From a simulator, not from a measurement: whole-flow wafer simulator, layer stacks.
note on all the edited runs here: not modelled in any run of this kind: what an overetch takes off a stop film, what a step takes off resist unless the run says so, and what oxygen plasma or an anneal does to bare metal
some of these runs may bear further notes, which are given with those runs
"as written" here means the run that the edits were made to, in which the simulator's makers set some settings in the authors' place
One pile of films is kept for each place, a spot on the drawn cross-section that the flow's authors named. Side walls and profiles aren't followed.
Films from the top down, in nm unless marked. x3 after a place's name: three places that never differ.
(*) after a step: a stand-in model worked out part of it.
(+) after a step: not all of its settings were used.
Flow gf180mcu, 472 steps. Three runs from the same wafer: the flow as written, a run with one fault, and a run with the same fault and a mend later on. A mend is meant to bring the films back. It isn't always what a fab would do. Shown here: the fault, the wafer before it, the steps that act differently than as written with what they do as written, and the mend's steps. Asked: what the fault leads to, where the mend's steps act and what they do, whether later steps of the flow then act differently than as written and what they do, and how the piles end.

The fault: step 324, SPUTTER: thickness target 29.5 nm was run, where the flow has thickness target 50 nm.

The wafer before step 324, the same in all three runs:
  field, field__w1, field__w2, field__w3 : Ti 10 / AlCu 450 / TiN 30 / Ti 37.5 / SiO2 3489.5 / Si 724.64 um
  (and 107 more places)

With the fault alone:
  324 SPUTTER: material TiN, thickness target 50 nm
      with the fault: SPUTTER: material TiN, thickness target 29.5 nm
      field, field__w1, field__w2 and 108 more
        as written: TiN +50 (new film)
        with the fault: TiN +29.5 (new film)
  Later steps of the flow that act differently than as written (2 more steps differ only slightly, by at most 2% or 0.5 nm, whichever is larger, and aren't shown):
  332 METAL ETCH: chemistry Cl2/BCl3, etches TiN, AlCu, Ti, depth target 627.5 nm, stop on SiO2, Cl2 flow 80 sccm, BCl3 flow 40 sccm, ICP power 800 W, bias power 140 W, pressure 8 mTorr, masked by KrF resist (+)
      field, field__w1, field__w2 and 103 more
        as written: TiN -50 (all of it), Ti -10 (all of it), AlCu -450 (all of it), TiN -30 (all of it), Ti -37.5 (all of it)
        with the fault: TiN -29.5 (all of it), Ti -10 (all of it), AlCu -450 (all of it), TiN -30 (all of it), Ti -37.5 (all of it)
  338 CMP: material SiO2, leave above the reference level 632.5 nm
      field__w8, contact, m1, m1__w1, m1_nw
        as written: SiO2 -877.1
        with the fault: SiO2 -856.6
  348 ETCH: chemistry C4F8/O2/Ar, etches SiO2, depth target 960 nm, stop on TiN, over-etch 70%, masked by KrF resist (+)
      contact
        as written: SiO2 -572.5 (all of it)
        with the fault: SiO2 -593 (all of it)
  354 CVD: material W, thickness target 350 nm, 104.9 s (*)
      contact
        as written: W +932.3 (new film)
        with the fault: W +953 (new film)
  At the end the piles differ from the flow's by more than 2% or 0.5 nm, whichever is larger, at field__w8, contact, m1, m1__w1, m1_nw.
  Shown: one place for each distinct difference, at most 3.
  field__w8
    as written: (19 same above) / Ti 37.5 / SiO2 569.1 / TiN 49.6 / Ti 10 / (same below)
    with the fault: (19 same above) / Ti 37.5 / SiO2 589.6 / TiN 29.1 / Ti 10 / (same below)
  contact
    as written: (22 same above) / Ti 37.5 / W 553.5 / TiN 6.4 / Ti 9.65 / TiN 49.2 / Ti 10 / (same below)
    with the fault: (22 same above) / Ti 37.5 / W 574.2 / TiN 6.33 / Ti 9.54 / TiN 28.7 / Ti 10 / (same below)

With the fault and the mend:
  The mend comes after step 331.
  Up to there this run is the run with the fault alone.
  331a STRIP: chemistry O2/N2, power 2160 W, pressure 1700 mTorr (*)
      field__w8, contact, m1, m1__w1, m1_nw
        KrF resist -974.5 (all of it)
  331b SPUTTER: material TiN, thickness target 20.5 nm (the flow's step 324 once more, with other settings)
      field, field__w1, field__w2 and 108 more
        TiN +20.5
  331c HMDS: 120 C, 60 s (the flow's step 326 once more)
      changes no film at any place that is followed
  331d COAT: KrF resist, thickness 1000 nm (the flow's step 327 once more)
      field, field__w1, field__w2 and 108 more
        KrF resist +1000 (new film)
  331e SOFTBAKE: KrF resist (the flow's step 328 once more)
      changes no film at any place that is followed
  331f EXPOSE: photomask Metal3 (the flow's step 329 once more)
      changes no film at any place that is followed
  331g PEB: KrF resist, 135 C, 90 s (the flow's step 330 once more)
      field, field__w1, field__w2 and 108 more
        KrF resist -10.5
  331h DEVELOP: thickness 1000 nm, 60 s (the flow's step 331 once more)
      field, field__w1, field__w2 and 103 more
        KrF resist -989.5 (all of it)
      field__w8, contact, m1, m1__w1, m1_nw
        KrF resist -14.9
  No later step of the flow acts differently than as written at any place that is followed.
  At the end the piles are the same as the flow's at every place that both follow.
